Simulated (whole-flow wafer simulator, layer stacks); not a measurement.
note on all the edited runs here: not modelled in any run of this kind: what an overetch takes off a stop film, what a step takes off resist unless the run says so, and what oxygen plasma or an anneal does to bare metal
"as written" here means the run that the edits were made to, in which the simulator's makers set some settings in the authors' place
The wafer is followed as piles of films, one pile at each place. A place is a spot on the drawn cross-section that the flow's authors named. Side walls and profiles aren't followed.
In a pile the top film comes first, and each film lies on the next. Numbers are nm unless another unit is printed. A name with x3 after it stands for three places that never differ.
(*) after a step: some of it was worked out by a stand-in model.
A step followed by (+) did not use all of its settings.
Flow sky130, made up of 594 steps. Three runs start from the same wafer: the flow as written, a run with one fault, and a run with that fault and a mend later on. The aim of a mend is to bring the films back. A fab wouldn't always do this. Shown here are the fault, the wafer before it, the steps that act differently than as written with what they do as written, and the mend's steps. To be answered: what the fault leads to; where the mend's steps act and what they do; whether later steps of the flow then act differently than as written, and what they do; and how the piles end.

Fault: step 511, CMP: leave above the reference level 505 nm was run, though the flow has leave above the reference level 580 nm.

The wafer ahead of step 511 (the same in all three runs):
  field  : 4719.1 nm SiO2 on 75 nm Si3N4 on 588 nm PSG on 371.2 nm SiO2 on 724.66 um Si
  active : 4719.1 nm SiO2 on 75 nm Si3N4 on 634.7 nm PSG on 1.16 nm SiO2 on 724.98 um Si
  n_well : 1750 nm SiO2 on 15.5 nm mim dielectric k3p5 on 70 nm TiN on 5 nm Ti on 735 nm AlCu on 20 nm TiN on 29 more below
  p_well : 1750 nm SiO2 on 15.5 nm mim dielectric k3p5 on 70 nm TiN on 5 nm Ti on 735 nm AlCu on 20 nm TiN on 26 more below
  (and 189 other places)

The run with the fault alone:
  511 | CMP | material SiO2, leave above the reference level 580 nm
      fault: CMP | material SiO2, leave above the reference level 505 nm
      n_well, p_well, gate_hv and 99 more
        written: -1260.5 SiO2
        fault: -1335.5 SiO2
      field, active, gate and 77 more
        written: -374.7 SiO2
        fault: -449.7 SiO2
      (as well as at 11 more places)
  Steps further on in the flow that do not act as written (2 other steps are not shown; they differ only slightly, by no more than 2% or 0.5 nm, whichever is larger):
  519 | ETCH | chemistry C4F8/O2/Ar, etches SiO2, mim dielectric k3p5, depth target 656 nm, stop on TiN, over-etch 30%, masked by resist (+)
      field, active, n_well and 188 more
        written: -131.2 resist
        fault: -112 resist
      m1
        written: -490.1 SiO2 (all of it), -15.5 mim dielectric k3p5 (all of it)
        fault: -415.1 SiO2 (all of it), -15.5 mim dielectric k3p5 (all of it)
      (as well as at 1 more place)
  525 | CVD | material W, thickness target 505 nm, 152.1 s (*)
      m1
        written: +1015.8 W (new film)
        fault: +940.3 W (new film)
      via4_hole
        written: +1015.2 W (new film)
        fault: +939.6 W (new film)
  At n_well, p_well, gate_hv and 120 more, the piles at the end differ from the flow's by more than 2% or 0.5 nm, whichever is larger.
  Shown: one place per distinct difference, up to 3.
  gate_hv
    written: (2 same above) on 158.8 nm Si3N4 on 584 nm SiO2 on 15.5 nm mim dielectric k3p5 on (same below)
    fault: (2 same above) on 158.8 nm Si3N4 on 509 nm SiO2 on 15.5 nm mim dielectric k3p5 on (same below)
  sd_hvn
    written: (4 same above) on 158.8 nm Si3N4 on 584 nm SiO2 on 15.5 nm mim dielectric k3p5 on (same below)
    fault: (4 same above) on 158.8 nm Si3N4 on 509 nm SiO2 on 15.5 nm mim dielectric k3p5 on (same below)
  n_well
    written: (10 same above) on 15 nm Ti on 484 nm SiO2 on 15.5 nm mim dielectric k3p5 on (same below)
    fault: (10 same above) on 15 nm Ti on 409 nm SiO2 on 15.5 nm mim dielectric k3p5 on (same below)

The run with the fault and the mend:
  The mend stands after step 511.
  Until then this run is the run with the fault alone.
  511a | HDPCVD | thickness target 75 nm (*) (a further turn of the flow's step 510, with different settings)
      field, active, n_well and 190 more
        +75 SiO2
  None of the later steps of the flow acts differently than as written at any place that is followed.
  The piles end the same as the flow's at every place that both follow.
